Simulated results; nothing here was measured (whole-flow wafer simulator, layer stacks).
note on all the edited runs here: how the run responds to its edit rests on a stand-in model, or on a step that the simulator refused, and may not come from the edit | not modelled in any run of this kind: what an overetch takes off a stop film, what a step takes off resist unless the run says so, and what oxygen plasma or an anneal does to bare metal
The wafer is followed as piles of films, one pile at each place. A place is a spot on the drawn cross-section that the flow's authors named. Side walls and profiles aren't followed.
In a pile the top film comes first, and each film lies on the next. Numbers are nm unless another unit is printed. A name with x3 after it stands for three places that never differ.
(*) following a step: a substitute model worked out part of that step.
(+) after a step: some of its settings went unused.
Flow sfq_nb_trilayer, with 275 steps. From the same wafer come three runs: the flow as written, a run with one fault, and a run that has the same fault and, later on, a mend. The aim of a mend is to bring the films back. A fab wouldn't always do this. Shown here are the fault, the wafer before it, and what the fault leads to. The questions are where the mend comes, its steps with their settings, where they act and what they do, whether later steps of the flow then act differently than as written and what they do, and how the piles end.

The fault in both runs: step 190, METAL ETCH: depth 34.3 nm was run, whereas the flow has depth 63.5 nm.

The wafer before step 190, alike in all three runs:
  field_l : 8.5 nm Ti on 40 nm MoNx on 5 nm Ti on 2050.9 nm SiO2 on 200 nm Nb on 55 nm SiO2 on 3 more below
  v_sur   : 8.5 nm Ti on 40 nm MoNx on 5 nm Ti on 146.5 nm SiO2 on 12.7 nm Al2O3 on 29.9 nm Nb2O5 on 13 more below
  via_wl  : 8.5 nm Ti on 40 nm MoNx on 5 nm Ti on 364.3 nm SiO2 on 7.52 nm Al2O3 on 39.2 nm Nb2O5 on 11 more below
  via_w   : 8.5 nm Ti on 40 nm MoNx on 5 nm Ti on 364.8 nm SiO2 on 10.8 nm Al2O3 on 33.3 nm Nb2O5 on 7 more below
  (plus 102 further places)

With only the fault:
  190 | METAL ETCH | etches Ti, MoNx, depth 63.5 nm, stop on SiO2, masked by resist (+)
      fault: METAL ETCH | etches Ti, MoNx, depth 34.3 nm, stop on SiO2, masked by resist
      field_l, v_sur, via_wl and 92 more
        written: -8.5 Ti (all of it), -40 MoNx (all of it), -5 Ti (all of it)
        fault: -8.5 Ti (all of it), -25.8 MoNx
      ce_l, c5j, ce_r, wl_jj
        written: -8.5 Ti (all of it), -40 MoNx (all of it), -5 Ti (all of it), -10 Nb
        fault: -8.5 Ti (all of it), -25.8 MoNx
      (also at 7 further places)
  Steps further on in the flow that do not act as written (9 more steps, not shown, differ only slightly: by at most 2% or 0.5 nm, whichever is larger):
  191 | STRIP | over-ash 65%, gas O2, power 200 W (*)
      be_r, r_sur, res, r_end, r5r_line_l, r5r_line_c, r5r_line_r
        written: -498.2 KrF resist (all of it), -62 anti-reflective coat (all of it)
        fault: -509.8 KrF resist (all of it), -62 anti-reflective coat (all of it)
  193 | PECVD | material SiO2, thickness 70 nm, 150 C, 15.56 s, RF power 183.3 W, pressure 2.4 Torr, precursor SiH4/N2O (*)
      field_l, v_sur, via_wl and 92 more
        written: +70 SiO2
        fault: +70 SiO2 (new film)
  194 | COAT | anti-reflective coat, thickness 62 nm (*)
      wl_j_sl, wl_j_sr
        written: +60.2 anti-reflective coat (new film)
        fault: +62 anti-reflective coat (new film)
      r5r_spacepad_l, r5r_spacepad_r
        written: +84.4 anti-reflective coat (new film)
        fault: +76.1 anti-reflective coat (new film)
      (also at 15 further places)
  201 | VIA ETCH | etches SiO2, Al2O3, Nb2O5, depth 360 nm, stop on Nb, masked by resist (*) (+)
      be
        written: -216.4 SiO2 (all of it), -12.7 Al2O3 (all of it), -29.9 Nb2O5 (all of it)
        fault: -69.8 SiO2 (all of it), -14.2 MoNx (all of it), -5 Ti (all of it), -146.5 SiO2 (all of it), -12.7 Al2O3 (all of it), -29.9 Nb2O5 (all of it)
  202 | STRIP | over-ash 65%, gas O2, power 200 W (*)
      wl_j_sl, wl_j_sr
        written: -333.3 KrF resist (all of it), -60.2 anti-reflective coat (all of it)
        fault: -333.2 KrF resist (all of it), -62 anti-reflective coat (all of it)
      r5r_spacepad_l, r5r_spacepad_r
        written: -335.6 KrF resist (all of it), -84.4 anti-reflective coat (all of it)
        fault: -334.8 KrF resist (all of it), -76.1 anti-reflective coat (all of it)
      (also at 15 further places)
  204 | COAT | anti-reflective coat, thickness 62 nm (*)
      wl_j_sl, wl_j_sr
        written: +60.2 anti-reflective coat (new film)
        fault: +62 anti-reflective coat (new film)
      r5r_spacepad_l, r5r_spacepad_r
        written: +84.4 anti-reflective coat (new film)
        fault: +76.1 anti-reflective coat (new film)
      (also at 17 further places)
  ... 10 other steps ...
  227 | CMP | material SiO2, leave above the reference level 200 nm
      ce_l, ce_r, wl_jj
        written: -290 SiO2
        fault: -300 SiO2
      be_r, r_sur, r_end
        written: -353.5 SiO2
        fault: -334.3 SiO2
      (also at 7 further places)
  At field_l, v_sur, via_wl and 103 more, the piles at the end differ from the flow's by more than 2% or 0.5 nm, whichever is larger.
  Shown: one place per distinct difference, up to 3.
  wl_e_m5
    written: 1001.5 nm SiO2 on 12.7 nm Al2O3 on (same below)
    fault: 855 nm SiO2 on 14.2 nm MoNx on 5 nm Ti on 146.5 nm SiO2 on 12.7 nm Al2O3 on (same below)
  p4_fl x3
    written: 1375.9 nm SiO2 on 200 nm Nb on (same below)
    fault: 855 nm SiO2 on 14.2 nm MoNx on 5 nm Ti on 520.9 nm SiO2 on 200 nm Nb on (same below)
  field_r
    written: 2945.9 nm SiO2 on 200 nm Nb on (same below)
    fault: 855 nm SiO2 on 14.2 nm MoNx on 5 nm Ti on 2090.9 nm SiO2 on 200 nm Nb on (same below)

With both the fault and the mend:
  The mend follows step 191.
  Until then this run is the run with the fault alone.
  191a | COAT | anti-reflective coat, thickness 62 nm (*) (the flow's step 183, run once more)
      p4_fl x3, p4_w1 x9, p4_g1 x2 and 57 more
        +62 anti-reflective coat (new film)
      v_sur, via_wl, via_w and 8 more
        +62.2 anti-reflective coat (new film)
      be, be_sur, c5j, ln_m5, lsp_m
        +62.3 anti-reflective coat (new film)
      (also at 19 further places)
  191b | COAT | KrF resist, thickness 600 nm (*) (the flow's step 184, run once more)
      p4_fl x3, p4_w1 x9, p4_g1 x2 and 57 more
        +600 KrF resist (new film)
      field_l, v_sur, via_wl, via_w
        +600.4 KrF resist (new film)
      via_wr, via_sp, l0_sur, l0v
        +600.5 KrF resist (new film)
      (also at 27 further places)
  191c | SOFTBAKE | KrF resist (the flow's step 185, run once more)
      alters no film at any place that is followed
  191d | EXPOSE | photomask R5, dose 12.12 mJ/cm2, NA 0.6, wavelength 248 nm (*) (the flow's step 186, run once more)
      alters no film at any place that is followed
  191e | PEB | KrF resist, 90 s (the flow's step 187, run once more)
      field_l, v_sur, via_wl and 79 more
        -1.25 KrF resist
      be, be_sur, gap and 12 more
        -1.26 KrF resist
      r_end, r5r_line_l, r5r_line_c, r5r_line_r
        -1.23 KrF resist
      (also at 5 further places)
  191f | DEVELOP | KrF resist, thickness 600 nm, 60 s (the flow's step 188, run once more)
      p4_fl x3, p4_w1 x9, p4_g1 x2 and 57 more
        -598.7 KrF resist (all of it)
      be_r, r_sur, res, r_end, r5r_line_l, r5r_line_c, r5r_line_r
        -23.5 KrF resist
      via_wl, via_w, via_wr, via_sp, l0v
        -599.2 KrF resist (all of it)
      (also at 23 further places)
  191g | METAL ETCH | etches anti-reflective coat, depth 125 nm, masked by resist (*) (+) (the flow's step 189, run once more)
      p4_fl x3, p4_w1 x9, p4_g1 x2 and 57 more
        -62 anti-reflective coat (all of it)
      v_sur, via_wl, via_w and 8 more
        -62.2 anti-reflective coat (all of it)
      be_r, r_sur, res, r_end, r5r_line_l, r5r_line_c, r5r_line_r
        -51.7 KrF resist
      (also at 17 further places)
  191h | METAL ETCH | etches Ti, MoNx, depth 29.2 nm, stop on SiO2, masked by resist (+) (the flow's step 190, run once more with other settings)
      field_l, v_sur, via_wl and 92 more
        -14.2 MoNx (all of it), -5 Ti (all of it)
      be_r, r_sur, res, r_end, r5r_line_l, r5r_line_c, r5r_line_r
        -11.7 KrF resist
      ce_l, c5j, ce_r, wl_jj
        -14.2 MoNx (all of it), -5 Ti (all of it), -10 Nb
  191i | STRIP | over-ash 65%, gas O2, power 200 W (*) (the flow's step 191, run once more)
      r5r_line_l, r5r_line_c, r5r_line_r
        -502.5 KrF resist (all of it), -51.7 anti-reflective coat (all of it)
      be_r
        -497.8 KrF resist (all of it), -56.1 anti-reflective coat (all of it)
      r_sur
        -497.6 KrF resist (all of it), -58.9 anti-reflective coat (all of it)
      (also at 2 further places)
  None of the later steps of the flow acts differently than as written at any place that is followed.
  At every place that both follow, the piles at the end match the flow's.
